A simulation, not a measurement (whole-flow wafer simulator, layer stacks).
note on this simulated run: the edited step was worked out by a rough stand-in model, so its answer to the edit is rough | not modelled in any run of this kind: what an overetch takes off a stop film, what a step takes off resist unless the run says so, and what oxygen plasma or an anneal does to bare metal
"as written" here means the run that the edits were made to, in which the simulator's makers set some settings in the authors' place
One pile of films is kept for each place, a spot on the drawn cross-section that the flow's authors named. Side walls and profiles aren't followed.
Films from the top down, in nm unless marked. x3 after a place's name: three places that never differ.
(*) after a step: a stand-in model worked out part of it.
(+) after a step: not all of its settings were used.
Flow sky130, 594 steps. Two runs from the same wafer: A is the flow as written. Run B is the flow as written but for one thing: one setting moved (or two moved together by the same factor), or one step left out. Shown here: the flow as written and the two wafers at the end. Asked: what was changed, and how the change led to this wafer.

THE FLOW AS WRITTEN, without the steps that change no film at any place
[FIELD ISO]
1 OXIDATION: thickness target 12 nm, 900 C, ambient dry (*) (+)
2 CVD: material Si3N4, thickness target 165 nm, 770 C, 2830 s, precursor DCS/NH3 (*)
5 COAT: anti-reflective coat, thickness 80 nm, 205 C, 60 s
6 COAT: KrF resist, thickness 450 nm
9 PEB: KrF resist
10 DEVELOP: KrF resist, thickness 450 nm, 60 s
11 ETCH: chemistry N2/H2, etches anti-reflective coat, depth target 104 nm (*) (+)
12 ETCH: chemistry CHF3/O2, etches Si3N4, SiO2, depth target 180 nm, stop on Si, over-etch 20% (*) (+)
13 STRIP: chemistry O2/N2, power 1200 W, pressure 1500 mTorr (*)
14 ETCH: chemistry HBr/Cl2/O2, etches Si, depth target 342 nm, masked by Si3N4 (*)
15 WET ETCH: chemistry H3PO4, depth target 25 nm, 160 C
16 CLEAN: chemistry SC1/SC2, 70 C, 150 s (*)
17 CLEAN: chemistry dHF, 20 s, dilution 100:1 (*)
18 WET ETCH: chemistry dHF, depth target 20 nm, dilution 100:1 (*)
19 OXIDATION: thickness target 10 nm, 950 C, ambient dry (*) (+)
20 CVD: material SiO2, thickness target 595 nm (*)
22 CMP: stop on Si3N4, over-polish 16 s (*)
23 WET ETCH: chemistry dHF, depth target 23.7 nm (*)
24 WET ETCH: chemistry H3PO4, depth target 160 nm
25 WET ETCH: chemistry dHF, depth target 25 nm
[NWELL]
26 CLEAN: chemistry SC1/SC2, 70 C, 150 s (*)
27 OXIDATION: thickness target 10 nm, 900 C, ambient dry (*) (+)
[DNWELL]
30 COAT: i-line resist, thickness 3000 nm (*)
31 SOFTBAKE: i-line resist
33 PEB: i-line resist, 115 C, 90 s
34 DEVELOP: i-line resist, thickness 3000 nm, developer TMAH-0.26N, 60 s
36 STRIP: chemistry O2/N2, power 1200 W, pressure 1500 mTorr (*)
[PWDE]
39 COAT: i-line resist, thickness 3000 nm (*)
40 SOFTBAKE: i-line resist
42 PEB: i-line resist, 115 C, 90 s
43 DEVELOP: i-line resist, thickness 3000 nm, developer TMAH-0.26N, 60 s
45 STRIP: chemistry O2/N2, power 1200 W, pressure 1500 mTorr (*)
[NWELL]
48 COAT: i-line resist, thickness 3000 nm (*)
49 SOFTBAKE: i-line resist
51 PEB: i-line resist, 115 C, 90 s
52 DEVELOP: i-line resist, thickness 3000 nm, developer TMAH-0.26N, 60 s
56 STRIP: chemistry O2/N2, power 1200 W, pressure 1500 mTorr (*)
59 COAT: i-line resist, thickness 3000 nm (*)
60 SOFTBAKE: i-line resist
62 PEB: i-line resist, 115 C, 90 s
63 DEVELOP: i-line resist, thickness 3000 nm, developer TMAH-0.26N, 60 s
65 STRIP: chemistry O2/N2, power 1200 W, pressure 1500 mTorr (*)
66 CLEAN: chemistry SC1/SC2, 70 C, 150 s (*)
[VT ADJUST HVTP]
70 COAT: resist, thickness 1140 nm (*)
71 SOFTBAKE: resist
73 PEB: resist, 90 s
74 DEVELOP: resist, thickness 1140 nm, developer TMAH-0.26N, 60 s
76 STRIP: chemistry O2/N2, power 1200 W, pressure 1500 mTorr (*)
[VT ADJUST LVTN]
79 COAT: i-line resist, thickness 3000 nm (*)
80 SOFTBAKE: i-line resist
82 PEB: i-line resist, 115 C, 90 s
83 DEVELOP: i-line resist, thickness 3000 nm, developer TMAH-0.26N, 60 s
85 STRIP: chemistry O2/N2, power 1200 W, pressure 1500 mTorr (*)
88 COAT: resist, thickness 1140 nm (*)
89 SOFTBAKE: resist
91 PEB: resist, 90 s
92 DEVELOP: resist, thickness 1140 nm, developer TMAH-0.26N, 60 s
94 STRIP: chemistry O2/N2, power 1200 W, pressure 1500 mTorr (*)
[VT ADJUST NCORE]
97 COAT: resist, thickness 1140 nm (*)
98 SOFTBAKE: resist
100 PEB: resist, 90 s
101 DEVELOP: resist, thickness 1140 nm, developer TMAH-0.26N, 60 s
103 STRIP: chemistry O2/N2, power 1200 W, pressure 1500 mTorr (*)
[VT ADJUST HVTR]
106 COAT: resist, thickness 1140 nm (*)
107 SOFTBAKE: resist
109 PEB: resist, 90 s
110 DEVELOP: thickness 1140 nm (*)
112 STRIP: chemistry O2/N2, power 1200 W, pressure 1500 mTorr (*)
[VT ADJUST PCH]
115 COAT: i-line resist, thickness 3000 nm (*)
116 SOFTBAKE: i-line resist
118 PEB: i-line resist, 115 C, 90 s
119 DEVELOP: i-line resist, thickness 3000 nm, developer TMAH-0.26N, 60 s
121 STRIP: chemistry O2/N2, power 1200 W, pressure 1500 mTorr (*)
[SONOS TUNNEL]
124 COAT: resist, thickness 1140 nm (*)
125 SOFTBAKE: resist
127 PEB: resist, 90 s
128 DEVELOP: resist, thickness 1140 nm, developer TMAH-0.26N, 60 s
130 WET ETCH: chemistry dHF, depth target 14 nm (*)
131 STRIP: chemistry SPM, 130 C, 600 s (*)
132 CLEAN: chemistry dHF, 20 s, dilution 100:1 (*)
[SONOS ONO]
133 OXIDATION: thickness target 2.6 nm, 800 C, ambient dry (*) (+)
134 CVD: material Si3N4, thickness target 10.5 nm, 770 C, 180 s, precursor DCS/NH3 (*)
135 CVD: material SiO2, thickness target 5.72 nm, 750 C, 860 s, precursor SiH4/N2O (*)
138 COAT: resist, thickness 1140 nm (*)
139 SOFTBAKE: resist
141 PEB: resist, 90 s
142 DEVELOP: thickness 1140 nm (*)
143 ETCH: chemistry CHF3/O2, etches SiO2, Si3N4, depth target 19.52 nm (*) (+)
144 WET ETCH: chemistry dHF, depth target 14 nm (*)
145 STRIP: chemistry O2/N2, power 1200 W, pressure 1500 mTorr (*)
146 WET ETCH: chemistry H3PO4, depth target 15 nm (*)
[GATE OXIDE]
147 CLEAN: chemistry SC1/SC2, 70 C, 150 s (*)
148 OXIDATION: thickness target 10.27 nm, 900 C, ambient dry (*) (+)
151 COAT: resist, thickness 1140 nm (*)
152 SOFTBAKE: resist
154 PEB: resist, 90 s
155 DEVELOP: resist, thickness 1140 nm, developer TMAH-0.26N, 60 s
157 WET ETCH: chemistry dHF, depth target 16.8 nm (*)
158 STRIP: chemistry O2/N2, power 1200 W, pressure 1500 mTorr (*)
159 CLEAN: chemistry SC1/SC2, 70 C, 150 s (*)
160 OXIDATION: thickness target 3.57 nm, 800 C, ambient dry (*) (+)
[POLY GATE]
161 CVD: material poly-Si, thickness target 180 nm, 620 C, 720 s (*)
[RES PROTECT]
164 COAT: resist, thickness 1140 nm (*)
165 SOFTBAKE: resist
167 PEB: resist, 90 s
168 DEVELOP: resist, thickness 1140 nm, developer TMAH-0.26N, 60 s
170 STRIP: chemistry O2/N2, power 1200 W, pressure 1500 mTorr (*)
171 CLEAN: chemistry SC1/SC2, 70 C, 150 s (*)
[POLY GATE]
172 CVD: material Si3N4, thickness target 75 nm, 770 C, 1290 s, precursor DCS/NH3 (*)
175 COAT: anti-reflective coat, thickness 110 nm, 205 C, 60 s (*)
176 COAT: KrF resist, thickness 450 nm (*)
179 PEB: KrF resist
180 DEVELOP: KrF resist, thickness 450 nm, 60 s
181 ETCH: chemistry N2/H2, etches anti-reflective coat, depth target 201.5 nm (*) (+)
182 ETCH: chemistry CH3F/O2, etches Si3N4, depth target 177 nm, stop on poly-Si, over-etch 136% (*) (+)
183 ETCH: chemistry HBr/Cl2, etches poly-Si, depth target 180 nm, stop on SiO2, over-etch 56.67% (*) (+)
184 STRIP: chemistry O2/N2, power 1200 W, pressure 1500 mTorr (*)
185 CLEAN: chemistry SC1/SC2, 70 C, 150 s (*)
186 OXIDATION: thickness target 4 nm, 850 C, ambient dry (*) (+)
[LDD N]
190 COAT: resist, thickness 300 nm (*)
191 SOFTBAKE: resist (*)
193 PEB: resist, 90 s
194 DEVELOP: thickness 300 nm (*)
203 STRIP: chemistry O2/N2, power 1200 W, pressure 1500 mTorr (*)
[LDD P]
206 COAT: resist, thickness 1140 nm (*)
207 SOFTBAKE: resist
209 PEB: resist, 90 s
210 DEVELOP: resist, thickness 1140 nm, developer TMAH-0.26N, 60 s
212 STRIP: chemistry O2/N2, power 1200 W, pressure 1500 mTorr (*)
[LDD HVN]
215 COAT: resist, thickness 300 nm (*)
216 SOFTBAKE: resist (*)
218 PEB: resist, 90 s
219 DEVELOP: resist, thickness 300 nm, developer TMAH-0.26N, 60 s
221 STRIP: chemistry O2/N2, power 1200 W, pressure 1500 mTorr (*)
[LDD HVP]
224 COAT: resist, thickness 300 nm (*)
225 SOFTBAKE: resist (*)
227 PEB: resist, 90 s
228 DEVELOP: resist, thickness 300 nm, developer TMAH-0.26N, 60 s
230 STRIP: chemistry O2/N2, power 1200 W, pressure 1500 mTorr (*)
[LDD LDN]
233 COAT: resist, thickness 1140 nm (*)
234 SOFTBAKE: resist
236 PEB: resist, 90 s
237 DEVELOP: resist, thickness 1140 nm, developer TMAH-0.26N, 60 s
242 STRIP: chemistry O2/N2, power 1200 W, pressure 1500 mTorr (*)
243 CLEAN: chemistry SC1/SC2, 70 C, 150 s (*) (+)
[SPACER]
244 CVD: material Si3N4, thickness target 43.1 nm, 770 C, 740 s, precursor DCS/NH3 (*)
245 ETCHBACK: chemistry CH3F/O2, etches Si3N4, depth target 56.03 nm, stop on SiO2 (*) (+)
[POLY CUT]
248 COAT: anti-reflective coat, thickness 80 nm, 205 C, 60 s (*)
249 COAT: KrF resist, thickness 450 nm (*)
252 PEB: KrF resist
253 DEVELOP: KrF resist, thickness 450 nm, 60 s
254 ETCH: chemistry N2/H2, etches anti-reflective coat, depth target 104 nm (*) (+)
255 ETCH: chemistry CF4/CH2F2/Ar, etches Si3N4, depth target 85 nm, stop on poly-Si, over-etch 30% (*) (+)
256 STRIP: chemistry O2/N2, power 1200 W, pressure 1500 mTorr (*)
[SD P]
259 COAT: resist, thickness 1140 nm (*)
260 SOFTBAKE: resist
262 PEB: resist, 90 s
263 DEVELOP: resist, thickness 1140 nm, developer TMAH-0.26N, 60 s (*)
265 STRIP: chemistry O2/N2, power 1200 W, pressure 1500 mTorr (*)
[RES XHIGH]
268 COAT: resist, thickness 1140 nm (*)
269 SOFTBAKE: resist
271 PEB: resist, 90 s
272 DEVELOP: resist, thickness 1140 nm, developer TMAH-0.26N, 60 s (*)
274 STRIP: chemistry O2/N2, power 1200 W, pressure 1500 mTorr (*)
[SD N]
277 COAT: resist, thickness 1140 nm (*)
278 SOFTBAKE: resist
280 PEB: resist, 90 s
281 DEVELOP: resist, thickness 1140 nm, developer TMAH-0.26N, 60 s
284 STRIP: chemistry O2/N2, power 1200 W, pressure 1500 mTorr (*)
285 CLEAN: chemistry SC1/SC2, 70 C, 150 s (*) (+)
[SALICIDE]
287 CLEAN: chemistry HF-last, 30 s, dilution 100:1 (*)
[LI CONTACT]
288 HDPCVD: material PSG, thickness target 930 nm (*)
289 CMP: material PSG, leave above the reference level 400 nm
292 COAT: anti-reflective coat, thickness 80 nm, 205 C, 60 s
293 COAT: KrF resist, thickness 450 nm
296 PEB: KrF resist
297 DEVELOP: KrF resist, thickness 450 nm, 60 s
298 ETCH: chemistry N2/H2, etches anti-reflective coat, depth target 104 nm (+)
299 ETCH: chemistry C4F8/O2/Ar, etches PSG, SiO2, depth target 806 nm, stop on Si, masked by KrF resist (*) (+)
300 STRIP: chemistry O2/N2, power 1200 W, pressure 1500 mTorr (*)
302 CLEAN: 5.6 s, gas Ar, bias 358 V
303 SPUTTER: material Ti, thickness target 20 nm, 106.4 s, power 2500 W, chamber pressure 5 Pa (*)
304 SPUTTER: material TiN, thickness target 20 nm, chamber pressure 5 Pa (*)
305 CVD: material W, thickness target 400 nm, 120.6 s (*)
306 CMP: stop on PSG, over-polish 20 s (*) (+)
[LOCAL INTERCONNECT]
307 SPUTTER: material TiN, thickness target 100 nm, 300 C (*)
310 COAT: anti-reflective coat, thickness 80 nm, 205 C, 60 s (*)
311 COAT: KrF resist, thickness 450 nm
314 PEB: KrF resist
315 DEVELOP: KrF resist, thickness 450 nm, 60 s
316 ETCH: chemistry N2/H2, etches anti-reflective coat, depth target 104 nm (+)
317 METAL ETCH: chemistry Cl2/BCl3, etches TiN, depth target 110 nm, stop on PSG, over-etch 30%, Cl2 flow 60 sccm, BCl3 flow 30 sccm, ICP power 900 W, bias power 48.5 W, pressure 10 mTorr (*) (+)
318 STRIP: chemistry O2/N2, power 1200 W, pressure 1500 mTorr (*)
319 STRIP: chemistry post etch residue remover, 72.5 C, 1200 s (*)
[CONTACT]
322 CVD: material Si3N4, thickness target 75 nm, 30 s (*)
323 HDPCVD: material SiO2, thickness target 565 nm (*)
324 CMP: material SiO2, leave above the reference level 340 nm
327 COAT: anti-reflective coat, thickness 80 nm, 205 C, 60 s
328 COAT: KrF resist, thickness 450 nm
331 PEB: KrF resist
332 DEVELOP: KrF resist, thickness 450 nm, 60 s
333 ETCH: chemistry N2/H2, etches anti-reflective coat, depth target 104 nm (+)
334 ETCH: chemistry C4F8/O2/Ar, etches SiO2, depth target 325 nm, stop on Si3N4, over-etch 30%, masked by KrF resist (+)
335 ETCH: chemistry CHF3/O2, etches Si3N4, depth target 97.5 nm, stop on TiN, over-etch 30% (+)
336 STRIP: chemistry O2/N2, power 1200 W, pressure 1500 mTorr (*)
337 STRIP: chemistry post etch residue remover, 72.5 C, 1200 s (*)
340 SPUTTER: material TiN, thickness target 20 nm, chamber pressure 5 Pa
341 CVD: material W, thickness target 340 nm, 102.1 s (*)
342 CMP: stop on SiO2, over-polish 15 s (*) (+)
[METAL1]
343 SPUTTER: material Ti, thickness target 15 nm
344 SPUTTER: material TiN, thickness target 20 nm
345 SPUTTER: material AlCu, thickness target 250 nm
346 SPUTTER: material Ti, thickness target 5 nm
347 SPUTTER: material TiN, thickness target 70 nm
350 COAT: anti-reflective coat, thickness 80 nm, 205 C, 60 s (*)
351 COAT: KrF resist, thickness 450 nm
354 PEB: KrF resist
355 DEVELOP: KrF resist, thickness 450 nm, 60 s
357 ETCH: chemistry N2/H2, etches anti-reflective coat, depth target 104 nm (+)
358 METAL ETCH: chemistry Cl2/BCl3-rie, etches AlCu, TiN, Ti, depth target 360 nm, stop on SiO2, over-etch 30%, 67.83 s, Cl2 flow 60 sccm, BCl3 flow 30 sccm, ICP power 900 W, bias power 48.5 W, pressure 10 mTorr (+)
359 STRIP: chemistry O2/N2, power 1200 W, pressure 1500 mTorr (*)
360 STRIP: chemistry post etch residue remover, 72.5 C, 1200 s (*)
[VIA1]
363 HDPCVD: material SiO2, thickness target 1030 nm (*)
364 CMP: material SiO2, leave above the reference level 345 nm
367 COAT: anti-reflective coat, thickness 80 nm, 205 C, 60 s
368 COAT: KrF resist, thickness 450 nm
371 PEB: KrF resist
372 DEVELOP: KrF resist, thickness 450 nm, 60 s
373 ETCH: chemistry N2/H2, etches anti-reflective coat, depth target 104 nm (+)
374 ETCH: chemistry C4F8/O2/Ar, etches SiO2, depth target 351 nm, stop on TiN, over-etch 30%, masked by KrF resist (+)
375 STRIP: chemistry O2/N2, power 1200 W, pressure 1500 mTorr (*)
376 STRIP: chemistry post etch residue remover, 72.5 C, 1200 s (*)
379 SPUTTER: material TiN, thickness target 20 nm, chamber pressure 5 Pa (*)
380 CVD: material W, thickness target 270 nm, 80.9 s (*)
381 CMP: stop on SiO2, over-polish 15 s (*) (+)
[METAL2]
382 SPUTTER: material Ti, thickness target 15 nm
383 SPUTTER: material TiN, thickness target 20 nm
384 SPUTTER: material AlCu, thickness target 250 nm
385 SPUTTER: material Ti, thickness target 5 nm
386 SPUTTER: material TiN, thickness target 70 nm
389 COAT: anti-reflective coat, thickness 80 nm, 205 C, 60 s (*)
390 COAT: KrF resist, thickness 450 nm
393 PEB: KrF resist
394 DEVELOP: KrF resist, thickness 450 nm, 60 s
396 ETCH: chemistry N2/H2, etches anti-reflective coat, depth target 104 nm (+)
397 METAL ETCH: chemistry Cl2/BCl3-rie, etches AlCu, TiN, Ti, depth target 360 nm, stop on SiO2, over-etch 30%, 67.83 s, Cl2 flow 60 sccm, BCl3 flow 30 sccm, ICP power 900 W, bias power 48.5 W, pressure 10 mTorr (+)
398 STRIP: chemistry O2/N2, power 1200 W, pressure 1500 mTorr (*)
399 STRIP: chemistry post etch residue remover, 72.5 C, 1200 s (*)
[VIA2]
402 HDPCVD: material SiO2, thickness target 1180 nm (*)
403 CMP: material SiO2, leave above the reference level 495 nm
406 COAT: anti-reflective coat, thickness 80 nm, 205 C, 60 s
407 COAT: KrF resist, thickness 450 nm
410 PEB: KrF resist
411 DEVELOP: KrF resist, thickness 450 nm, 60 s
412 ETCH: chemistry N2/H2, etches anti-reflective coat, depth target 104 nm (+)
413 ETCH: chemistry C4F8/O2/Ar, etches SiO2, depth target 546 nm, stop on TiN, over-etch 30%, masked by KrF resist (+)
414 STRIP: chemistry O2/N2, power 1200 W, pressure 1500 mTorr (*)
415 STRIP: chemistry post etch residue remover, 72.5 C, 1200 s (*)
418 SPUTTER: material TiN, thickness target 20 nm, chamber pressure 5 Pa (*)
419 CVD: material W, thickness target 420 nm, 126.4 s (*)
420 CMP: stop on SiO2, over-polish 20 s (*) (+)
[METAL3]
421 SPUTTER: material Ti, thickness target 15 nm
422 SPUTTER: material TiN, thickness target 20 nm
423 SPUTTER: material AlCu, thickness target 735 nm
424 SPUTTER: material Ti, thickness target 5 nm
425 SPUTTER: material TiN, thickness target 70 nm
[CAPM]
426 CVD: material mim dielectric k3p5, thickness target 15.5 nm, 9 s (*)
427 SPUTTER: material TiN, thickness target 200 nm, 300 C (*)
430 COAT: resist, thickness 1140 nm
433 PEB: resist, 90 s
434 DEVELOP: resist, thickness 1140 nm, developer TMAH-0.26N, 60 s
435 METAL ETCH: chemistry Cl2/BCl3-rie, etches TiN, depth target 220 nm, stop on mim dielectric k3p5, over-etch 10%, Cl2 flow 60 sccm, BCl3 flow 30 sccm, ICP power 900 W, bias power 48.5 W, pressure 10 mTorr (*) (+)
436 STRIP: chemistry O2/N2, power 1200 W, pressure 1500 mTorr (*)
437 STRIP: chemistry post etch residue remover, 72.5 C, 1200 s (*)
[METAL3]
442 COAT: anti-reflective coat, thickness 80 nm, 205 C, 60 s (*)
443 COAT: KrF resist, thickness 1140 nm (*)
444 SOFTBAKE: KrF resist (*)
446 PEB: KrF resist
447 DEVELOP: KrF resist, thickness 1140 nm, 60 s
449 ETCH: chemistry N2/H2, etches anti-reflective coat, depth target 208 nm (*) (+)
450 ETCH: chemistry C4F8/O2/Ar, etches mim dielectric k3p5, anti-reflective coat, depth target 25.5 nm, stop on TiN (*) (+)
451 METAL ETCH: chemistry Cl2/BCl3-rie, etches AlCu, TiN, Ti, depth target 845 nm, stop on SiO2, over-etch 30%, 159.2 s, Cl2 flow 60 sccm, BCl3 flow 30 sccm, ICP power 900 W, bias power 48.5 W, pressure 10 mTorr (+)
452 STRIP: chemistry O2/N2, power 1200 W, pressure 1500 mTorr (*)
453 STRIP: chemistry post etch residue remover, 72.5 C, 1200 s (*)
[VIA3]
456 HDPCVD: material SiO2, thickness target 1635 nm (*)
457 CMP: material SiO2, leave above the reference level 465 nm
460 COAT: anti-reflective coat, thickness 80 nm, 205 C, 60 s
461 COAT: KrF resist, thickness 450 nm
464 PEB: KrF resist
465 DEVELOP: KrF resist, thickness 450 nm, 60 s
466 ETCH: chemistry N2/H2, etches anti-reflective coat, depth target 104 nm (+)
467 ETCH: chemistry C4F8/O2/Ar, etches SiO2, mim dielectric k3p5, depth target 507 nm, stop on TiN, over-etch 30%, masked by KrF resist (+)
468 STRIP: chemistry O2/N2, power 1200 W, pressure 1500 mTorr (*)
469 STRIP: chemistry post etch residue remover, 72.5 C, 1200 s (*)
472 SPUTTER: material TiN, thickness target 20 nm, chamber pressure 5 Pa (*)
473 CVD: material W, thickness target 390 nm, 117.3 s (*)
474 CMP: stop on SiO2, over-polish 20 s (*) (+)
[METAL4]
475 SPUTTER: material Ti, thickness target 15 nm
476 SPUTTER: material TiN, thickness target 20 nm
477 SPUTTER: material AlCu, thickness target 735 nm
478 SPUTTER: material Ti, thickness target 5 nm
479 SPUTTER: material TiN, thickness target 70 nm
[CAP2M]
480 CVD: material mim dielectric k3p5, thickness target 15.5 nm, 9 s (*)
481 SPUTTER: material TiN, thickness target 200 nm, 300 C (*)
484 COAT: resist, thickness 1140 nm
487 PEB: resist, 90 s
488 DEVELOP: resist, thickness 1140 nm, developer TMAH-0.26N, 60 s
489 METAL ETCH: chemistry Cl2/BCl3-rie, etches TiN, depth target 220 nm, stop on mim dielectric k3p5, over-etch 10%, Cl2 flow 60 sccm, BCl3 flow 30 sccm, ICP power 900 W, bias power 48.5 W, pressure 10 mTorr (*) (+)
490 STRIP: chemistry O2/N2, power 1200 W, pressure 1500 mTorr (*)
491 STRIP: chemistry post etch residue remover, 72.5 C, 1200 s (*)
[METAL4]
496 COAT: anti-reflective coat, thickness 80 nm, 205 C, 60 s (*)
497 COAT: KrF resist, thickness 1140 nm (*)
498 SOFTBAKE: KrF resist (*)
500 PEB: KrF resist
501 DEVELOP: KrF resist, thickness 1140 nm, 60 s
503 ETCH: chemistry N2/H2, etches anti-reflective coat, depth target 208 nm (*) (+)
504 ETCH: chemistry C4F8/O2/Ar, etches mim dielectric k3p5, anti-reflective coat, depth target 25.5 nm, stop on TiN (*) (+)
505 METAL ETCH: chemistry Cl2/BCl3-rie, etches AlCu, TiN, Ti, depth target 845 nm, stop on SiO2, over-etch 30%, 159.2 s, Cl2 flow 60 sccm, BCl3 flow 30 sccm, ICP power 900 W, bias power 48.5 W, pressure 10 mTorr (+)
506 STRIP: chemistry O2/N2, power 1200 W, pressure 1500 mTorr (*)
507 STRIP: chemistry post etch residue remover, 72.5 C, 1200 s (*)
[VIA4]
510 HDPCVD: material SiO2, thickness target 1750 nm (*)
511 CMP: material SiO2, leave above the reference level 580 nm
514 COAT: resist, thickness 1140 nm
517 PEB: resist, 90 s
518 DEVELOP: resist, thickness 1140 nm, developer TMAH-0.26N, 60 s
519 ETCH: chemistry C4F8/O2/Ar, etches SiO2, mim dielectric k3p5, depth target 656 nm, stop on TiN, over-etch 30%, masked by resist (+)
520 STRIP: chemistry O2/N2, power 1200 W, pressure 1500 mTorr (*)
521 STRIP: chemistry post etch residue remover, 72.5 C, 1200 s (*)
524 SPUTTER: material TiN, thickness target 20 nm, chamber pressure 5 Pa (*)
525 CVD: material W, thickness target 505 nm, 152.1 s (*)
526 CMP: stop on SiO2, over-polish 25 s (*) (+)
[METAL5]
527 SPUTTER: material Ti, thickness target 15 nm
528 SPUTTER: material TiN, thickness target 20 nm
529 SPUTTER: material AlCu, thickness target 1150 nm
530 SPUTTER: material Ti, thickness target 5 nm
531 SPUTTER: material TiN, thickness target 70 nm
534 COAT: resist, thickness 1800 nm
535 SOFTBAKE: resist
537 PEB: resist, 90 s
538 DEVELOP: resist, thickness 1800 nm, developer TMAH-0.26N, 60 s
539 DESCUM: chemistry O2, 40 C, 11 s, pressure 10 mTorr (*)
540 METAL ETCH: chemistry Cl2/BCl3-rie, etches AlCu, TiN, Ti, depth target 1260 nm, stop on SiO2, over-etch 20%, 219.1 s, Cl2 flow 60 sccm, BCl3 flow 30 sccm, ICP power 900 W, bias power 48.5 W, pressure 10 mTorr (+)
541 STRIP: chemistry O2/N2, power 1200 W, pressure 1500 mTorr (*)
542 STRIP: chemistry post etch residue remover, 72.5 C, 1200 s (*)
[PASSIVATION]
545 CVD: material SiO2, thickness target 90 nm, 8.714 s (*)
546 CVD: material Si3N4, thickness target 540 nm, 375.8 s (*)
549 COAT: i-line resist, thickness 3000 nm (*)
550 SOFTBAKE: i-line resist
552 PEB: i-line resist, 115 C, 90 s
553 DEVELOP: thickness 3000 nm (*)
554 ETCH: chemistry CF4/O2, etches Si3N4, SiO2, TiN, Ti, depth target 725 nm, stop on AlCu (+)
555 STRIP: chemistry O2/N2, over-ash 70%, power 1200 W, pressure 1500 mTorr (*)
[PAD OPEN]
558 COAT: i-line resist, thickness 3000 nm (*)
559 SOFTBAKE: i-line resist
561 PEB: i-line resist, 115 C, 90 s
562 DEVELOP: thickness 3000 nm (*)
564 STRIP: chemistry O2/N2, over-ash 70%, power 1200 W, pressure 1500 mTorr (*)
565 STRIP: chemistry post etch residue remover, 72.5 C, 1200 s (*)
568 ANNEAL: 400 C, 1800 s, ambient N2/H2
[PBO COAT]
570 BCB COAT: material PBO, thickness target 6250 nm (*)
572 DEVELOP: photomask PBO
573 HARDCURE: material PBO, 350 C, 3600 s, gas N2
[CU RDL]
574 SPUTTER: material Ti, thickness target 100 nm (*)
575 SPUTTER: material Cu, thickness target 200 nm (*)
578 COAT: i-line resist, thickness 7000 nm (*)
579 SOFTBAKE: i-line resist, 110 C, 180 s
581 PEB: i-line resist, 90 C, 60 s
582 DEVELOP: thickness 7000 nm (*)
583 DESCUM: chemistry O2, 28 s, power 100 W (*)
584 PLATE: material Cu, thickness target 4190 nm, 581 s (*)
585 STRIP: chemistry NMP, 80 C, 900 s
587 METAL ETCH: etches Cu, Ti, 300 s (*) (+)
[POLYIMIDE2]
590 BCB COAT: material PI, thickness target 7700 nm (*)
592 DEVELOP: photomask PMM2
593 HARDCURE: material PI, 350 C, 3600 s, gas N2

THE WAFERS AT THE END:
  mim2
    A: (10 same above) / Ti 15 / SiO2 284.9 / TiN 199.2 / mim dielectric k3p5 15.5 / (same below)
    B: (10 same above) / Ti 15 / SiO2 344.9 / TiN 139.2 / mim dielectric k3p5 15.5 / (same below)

The cause: step 481, SPUTTER: thickness target 140 nm was run, where the flow has thickness target 200 nm.

How the change led to this, step by step:
  481 SPUTTER: material TiN, thickness target 200 nm, 300 C (*)
      field, active, n_well and 189 more: A TiN +200 (new film) | B TiN +140 (new film)
  489 METAL ETCH: chemistry Cl2/BCl3-rie, etches TiN, depth target 220 nm, stop on mim dielectric k3p5, over-etch 10%, Cl2 flow 60 sccm, BCl3 flow 30 sccm, ICP power 900 W, bias power 48.5 W, pressure 10 mTorr (*) (+)
      field, active, n_well and 188 more: A TiN -200 (all of it) | B TiN -140 (all of it)
      mim2: A resist -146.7 | B resist -102.7
  490 STRIP: chemistry O2/N2, power 1200 W, pressure 1500 mTorr (*)
      mim2: A resist -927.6 (all of it) | B resist -971.6 (all of it)
  496 COAT: anti-reflective coat, thickness 80 nm, 205 C, 60 s (*)
      iso_guard__w2: A anti-reflective coat +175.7 (new film) | B anti-reflective coat +136.6 (new film)
      mim2: A anti-reflective coat +38 (new film) | B anti-reflective coat +28.5 (new film)
  497 COAT: KrF resist, thickness 1140 nm (*)
      iso_guard__w2: A KrF resist +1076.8 (new film) | B KrF resist +1102.9 (new film)
      mim2: A KrF resist +1021 (new film) | B KrF resist +1074.4 (new film)
  506 STRIP: chemistry O2/N2, power 1200 W, pressure 1500 mTorr (*)
      iso_guard__w2: A KrF resist -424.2 (all of it), anti-reflective coat -175.7 (all of it) | B KrF resist -450.1 (all of it), anti-reflective coat -136.6 (all of it)
      mim2: A KrF resist -368.7 (all of it), anti-reflective coat -38 (all of it) | B KrF resist -421.8 (all of it), anti-reflective coat -28.5 (all of it)
  511 CMP: material SiO2, leave above the reference level 580 nm
      mim2: A SiO2 -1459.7 | B SiO2 -1399.7
